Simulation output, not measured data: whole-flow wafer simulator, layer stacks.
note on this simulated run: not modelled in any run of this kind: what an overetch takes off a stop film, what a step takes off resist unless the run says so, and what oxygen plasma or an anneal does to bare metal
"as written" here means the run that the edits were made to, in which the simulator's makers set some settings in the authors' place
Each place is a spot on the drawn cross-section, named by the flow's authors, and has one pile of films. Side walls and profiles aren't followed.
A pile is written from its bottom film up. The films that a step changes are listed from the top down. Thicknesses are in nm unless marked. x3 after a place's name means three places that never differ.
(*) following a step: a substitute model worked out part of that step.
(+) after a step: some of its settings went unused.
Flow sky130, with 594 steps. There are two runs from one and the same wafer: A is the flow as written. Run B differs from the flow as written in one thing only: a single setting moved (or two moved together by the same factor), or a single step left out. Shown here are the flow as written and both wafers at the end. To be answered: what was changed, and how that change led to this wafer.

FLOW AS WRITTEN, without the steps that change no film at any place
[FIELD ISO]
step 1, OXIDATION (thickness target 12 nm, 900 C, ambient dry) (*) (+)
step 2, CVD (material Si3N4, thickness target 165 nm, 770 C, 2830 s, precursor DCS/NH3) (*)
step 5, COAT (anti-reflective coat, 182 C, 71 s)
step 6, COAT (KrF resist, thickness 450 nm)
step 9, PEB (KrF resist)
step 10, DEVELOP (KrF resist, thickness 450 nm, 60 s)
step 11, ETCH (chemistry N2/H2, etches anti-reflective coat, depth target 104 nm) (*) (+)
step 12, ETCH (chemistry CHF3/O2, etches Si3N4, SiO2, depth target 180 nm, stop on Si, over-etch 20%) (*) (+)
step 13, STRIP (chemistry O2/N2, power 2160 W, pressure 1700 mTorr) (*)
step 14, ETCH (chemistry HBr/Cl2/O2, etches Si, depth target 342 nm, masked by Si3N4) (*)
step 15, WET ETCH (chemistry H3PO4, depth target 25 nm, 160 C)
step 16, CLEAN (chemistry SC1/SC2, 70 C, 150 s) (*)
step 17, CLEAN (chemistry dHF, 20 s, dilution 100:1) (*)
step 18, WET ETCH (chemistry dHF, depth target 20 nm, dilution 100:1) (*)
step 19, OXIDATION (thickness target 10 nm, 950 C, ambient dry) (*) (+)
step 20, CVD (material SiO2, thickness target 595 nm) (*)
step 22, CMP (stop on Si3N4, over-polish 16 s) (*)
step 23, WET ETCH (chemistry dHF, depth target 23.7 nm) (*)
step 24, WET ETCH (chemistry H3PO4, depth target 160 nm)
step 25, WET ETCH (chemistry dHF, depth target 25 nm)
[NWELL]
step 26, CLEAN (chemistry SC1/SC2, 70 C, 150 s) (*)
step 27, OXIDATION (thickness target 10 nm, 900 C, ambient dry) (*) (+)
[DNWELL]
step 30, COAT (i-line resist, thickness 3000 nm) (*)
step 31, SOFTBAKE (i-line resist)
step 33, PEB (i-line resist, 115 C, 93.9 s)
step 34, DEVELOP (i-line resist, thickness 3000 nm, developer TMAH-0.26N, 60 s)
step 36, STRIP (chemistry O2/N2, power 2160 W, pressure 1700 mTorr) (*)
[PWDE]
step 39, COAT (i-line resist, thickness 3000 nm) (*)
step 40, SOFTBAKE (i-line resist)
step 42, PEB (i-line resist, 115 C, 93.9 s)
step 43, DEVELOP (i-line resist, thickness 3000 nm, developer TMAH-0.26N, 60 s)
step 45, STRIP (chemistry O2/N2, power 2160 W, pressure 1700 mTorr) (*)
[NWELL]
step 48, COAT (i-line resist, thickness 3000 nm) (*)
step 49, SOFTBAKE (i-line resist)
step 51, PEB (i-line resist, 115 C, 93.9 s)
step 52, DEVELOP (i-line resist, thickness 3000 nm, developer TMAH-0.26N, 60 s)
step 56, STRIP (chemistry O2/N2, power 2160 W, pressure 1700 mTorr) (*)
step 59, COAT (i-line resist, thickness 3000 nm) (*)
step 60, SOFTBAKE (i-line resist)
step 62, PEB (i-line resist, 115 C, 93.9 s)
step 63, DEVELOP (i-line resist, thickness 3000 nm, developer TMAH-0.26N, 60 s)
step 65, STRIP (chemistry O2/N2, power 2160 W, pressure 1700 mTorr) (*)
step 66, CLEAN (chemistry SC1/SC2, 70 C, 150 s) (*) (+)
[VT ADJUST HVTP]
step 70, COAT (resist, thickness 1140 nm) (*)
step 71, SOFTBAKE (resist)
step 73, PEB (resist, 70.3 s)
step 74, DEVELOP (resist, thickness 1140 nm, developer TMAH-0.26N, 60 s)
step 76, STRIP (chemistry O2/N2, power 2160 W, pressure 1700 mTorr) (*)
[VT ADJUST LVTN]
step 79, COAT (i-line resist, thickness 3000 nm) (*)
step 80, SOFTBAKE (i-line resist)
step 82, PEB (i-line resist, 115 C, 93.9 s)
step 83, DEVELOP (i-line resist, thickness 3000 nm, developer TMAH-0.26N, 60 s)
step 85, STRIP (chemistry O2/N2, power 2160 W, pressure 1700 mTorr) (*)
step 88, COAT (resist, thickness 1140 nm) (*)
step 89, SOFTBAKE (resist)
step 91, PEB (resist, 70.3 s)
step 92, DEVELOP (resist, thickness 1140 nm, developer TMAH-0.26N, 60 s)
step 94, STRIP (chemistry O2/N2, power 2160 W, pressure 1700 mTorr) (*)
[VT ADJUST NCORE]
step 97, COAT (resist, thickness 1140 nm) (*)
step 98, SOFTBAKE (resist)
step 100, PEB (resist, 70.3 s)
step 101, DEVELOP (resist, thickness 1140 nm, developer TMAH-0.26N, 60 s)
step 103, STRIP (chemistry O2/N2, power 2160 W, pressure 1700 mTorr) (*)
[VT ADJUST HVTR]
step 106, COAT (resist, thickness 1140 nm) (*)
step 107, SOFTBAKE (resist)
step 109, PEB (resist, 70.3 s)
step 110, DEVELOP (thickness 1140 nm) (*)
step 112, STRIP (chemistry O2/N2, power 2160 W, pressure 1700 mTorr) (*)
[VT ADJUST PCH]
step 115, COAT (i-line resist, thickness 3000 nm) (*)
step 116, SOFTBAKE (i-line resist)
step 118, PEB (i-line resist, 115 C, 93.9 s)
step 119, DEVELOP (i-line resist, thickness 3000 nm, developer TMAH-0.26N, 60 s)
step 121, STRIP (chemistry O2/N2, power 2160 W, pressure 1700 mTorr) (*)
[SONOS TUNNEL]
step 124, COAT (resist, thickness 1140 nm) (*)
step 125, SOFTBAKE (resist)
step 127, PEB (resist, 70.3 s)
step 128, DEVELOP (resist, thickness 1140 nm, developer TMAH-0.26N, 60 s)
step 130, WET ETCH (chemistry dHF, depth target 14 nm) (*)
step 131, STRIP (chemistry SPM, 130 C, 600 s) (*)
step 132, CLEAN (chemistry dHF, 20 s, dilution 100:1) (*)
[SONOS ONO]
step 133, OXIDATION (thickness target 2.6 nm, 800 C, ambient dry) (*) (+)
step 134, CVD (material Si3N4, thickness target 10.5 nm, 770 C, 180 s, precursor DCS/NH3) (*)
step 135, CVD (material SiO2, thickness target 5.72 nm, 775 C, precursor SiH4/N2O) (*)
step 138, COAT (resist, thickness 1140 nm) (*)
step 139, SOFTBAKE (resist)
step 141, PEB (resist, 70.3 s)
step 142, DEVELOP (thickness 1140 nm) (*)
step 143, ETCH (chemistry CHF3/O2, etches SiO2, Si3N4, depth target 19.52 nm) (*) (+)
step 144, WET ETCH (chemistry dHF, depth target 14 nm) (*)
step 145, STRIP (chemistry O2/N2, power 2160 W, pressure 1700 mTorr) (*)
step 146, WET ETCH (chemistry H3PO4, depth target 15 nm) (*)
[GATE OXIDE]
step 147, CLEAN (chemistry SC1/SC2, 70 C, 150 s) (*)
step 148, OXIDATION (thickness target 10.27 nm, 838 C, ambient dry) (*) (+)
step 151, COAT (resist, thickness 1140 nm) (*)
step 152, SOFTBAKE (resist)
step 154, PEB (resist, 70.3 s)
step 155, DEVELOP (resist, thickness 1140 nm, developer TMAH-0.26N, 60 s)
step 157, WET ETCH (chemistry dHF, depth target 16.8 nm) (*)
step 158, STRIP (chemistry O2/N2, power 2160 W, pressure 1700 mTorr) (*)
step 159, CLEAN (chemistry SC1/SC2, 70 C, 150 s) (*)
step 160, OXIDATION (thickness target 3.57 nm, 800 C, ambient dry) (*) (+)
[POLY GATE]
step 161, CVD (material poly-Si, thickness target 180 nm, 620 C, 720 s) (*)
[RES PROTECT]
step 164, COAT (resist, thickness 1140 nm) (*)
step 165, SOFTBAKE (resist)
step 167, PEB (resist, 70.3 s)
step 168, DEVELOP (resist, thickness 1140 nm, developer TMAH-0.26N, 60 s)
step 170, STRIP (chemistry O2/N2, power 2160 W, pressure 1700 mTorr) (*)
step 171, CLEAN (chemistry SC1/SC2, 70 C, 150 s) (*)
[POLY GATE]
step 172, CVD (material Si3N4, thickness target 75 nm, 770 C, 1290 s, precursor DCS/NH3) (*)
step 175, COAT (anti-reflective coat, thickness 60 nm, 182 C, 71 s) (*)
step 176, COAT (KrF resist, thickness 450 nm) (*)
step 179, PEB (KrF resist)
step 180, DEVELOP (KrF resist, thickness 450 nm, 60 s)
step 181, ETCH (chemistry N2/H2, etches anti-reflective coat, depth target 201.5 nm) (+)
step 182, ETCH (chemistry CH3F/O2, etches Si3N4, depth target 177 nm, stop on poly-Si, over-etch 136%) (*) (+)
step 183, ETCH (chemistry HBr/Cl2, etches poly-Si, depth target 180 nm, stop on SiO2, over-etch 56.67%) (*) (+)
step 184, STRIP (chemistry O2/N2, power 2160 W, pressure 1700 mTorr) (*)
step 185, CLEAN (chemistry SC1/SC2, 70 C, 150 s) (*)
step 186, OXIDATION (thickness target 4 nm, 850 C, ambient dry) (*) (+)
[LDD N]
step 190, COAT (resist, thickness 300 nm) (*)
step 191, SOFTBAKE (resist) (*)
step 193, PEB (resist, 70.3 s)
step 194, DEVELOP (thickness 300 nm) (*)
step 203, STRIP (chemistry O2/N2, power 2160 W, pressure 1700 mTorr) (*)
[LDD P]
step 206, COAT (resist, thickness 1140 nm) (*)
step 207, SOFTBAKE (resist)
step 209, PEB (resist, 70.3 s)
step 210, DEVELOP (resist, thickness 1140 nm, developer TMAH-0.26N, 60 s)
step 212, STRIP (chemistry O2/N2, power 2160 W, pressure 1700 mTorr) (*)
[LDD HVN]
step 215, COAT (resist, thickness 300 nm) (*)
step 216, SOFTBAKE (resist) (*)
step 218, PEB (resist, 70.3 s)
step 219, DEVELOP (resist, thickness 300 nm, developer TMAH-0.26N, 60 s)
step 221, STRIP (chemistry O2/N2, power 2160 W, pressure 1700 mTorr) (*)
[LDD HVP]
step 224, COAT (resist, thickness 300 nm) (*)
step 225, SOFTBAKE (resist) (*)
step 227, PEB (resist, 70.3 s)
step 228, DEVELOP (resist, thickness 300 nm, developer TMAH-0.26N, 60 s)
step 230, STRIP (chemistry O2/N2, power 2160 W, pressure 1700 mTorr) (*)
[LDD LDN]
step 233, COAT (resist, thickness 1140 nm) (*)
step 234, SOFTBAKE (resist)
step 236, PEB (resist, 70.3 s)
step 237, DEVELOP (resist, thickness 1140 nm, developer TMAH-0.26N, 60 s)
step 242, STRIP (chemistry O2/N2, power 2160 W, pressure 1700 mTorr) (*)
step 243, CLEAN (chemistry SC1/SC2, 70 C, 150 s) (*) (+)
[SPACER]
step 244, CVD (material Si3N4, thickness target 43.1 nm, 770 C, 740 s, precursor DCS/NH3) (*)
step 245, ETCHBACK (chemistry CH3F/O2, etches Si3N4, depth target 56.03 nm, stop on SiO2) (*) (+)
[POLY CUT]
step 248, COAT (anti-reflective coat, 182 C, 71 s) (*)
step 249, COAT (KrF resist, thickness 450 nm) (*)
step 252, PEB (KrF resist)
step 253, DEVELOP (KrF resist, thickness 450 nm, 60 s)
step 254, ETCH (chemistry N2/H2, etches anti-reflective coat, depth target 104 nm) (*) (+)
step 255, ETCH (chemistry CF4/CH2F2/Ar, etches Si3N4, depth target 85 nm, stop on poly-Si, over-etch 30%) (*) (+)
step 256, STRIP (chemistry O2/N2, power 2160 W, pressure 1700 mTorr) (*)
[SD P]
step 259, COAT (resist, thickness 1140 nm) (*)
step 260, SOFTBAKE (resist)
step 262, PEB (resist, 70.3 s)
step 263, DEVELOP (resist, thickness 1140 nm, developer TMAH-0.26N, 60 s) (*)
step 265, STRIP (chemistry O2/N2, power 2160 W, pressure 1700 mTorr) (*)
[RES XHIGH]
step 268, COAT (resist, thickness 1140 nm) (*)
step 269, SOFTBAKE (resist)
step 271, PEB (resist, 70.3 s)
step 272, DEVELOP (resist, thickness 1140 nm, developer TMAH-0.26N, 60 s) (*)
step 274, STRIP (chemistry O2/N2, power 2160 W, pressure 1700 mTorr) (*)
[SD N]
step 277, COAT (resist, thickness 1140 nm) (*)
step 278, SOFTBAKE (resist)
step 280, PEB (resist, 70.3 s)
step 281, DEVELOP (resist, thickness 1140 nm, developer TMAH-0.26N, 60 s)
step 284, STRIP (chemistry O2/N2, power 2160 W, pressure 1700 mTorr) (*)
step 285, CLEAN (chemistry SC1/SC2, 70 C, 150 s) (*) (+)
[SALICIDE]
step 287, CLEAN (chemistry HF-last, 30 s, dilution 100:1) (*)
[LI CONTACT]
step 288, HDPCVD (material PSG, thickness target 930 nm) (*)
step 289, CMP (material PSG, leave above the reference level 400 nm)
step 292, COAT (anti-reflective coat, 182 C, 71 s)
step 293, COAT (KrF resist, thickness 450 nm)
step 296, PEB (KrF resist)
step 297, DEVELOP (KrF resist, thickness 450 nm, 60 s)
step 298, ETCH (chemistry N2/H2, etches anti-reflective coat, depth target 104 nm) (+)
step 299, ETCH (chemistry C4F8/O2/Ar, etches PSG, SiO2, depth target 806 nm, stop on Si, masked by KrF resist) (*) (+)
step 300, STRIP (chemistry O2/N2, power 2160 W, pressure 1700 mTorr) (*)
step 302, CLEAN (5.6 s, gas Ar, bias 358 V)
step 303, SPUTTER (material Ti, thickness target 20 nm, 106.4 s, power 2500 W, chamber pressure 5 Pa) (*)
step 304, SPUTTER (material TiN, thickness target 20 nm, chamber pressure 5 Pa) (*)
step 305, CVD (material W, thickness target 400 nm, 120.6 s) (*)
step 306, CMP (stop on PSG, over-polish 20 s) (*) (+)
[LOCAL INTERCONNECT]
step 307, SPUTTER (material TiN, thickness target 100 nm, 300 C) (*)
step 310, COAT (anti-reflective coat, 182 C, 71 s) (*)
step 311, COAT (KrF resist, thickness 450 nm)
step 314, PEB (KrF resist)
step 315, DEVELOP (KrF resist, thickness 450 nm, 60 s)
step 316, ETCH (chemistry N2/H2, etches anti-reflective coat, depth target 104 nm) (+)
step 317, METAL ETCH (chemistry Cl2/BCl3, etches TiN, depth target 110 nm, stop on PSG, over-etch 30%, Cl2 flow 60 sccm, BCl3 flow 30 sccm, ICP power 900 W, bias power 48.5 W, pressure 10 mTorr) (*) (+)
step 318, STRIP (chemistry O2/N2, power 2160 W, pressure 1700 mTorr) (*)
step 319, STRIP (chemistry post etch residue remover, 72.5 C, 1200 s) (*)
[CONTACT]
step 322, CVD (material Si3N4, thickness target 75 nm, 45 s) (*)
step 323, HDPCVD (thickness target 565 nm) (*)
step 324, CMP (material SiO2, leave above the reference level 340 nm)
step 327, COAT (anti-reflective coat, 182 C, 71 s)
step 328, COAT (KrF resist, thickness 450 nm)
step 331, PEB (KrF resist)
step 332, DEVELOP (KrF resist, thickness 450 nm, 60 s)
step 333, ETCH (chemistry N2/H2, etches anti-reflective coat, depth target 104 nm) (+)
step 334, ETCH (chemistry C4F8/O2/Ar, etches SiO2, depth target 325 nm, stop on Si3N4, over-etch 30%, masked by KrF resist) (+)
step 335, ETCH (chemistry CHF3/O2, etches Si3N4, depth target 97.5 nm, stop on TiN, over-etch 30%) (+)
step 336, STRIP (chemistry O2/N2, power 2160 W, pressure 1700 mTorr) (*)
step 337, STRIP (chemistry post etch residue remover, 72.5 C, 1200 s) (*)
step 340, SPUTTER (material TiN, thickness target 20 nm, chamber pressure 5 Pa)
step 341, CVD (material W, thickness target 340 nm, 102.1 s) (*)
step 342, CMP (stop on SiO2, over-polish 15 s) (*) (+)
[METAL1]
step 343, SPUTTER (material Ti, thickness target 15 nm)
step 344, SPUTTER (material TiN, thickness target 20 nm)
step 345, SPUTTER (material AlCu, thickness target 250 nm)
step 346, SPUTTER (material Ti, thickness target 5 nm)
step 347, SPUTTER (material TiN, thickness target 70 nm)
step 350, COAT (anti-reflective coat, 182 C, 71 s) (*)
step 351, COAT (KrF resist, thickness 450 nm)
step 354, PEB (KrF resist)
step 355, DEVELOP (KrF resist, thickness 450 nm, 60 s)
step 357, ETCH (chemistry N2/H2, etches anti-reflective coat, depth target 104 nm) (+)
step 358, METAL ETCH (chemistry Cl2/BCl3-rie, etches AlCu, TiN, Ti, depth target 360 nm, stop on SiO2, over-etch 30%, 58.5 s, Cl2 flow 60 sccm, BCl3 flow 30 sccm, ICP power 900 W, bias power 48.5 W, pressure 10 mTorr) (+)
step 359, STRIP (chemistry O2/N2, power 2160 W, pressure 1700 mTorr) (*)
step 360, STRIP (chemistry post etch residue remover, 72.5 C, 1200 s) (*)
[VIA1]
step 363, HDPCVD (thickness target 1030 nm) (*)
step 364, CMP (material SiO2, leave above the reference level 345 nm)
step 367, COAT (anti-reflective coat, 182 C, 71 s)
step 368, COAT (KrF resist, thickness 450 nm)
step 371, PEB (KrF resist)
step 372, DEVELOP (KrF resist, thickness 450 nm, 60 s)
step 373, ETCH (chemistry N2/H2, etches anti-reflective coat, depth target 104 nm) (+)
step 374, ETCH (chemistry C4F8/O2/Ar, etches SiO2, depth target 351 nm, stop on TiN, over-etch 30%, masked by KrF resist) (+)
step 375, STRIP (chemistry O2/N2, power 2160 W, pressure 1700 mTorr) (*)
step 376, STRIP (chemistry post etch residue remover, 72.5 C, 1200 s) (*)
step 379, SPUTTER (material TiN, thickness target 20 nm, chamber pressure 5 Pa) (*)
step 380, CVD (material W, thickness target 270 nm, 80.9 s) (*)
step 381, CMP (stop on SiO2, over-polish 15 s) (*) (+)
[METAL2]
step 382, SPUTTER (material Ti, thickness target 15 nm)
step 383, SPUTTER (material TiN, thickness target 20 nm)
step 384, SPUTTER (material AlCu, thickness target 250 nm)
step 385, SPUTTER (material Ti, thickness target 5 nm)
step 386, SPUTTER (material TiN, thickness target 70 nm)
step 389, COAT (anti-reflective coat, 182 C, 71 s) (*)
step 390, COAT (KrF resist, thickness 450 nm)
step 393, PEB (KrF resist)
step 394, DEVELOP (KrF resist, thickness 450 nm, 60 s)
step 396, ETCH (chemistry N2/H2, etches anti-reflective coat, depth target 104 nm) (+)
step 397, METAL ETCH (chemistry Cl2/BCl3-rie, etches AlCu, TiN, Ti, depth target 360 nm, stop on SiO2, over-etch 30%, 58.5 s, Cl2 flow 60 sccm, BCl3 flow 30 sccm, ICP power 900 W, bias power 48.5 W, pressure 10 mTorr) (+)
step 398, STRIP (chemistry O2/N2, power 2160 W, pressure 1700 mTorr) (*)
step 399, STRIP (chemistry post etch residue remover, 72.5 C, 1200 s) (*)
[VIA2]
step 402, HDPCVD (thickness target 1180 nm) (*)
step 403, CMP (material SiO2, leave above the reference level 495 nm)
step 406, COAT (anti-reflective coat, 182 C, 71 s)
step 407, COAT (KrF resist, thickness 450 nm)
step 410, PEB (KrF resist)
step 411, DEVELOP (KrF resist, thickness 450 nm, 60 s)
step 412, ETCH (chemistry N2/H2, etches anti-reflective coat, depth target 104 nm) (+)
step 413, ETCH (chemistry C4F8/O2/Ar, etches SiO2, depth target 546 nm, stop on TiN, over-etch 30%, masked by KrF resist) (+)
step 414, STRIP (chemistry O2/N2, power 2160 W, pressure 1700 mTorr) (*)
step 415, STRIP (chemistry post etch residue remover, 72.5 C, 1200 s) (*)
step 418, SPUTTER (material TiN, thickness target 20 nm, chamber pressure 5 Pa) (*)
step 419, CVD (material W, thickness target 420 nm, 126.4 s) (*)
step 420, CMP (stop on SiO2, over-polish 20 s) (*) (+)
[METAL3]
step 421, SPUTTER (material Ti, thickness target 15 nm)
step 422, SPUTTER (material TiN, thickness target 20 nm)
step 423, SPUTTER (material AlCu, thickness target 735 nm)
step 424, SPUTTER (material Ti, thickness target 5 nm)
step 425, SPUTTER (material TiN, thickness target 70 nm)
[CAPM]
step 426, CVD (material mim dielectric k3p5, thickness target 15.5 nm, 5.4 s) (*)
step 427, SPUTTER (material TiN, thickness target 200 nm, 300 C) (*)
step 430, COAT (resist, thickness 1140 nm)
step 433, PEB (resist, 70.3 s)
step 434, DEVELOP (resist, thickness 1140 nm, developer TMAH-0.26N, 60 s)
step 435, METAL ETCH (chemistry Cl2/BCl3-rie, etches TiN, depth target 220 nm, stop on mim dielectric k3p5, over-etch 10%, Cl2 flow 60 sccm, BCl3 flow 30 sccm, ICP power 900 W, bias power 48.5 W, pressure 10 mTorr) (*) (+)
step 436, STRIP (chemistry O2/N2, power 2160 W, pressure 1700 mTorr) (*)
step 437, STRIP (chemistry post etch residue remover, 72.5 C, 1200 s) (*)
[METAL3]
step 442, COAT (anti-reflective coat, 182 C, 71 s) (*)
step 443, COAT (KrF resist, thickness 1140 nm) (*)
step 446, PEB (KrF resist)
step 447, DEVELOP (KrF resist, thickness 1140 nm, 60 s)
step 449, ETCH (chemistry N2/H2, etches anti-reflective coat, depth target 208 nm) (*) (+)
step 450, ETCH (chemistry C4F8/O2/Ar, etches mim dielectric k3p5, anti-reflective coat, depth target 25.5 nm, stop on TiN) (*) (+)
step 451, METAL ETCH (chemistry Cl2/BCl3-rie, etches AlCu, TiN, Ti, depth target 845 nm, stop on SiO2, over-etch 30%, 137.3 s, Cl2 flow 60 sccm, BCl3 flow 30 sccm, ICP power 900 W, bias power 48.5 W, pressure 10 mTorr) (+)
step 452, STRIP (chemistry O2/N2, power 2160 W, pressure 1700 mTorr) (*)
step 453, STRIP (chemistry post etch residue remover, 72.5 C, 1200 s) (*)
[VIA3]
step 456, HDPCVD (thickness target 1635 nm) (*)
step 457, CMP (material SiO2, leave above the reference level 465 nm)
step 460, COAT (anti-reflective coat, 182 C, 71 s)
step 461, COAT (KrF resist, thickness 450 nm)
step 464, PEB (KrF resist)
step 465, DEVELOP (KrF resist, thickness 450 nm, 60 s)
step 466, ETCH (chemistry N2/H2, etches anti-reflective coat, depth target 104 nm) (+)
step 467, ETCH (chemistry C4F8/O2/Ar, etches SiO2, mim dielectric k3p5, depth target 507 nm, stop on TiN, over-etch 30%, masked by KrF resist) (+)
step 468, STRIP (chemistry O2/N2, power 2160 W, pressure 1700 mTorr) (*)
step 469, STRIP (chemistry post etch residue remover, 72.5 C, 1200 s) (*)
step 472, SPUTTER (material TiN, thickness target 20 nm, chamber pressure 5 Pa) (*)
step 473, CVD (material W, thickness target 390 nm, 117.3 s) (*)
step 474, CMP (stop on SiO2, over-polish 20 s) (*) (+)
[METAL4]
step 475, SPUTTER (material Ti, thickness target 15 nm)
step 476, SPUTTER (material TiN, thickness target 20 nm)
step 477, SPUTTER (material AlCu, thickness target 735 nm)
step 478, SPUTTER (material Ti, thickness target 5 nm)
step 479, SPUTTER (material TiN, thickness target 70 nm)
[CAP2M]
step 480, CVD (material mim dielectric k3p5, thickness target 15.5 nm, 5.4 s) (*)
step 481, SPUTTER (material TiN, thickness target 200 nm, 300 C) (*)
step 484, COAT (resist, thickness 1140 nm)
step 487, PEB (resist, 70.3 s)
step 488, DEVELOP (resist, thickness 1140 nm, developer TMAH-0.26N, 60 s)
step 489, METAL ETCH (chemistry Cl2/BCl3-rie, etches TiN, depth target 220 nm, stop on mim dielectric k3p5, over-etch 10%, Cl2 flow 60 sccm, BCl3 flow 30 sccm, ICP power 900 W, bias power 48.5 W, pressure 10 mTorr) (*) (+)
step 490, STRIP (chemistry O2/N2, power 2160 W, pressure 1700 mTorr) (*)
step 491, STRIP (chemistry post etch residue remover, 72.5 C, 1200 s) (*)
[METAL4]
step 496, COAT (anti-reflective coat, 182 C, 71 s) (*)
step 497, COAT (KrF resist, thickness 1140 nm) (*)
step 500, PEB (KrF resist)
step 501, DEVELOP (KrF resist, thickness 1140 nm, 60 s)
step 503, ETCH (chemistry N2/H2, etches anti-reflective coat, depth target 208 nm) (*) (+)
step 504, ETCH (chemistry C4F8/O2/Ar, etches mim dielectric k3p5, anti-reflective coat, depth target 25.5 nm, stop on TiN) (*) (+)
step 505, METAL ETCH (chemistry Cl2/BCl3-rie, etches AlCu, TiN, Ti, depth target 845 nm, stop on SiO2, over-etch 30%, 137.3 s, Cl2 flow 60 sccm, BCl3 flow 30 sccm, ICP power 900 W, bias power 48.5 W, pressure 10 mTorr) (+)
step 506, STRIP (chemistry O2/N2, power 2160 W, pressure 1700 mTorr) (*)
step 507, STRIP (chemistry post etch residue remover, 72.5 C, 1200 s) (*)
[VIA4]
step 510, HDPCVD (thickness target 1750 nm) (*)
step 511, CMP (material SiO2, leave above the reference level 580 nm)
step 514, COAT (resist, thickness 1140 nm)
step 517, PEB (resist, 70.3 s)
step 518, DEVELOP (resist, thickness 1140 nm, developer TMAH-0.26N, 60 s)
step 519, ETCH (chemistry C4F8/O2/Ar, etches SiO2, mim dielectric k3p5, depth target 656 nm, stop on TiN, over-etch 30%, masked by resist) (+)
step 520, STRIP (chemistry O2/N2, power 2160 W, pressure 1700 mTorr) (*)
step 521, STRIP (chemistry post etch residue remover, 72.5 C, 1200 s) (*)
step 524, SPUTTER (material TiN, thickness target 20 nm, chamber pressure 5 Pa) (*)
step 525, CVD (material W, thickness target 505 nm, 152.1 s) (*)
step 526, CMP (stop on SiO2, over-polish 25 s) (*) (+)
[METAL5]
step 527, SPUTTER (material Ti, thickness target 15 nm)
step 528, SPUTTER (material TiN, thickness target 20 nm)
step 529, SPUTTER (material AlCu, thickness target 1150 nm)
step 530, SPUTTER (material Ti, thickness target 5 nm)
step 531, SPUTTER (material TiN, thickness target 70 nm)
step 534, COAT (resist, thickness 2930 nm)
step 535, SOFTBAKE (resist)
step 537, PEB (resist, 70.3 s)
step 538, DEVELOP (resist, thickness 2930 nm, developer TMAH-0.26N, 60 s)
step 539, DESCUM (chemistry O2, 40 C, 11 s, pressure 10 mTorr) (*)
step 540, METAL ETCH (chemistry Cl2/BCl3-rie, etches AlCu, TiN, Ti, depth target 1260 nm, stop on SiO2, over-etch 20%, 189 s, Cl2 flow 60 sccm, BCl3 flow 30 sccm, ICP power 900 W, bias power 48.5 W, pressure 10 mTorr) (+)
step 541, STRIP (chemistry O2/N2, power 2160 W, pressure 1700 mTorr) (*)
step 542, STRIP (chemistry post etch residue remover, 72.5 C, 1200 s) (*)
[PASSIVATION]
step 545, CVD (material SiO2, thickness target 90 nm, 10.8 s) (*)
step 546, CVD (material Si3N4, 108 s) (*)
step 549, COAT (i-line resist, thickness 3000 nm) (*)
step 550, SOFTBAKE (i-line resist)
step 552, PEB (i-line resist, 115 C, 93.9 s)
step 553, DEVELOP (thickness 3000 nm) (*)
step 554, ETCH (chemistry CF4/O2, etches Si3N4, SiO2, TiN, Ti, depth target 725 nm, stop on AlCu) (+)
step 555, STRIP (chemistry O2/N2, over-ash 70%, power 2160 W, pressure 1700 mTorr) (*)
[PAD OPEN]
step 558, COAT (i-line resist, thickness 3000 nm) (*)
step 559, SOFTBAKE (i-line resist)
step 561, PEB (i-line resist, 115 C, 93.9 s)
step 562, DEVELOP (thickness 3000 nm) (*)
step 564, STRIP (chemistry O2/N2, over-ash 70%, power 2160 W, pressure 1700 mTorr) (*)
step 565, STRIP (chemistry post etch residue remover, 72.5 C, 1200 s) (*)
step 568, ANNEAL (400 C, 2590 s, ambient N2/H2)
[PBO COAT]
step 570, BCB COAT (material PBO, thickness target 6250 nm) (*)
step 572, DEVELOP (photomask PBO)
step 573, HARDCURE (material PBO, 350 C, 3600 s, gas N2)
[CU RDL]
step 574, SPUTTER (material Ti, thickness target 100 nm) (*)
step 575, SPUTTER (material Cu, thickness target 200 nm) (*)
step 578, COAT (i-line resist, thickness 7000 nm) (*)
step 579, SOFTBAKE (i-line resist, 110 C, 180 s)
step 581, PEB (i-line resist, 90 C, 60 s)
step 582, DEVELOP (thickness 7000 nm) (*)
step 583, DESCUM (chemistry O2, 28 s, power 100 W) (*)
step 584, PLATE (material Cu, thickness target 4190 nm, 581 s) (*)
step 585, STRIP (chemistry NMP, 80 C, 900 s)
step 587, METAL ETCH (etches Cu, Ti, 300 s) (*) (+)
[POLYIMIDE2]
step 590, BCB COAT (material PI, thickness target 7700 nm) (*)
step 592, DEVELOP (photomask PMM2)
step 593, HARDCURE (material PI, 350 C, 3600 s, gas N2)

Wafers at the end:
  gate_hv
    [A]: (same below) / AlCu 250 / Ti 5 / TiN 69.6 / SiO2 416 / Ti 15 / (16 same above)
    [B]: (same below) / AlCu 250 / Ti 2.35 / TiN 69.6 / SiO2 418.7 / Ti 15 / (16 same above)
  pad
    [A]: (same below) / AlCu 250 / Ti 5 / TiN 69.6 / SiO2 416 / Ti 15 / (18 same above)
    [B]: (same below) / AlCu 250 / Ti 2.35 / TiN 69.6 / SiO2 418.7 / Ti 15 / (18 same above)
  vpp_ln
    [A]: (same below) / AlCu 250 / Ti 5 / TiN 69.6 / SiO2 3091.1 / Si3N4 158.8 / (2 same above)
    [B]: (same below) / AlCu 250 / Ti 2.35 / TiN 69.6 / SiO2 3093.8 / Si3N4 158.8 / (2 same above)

The reason: step 385, SPUTTER: thickness target 2.35 nm was run, while the flow as written has thickness target 5 nm.
The wafer itself shows it: gate_hv has Ti 2.35, and step 385 as written asks for 5 nm.

The path from the change to this, step by step:
  step 385, SPUTTER (material Ti, thickness target 5 nm)
      field, active, n_well and 188 more: A +5 Ti (new film) | B +2.35 Ti (new film)
  step 397, METAL ETCH (chemistry Cl2/BCl3-rie, etches AlCu, TiN, Ti, depth target 360 nm, stop on SiO2, over-etch 30%, 58.5 s, Cl2 flow 60 sccm, BCl3 flow 30 sccm, ICP power 900 W, bias power 48.5 W, pressure 10 mTorr) (+)
      field, active, gate and 82 more: A -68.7 TiN (all of it), -5 Ti (all of it), -250 AlCu (all of it), -20 TiN (all of it), -15 Ti (all of it), -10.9 SiO2 | B -68.7 TiN (all of it), -2.35 Ti (all of it), -250 AlCu (all of it), -20 TiN (all of it), -15 Ti (all of it), -11.2 SiO2
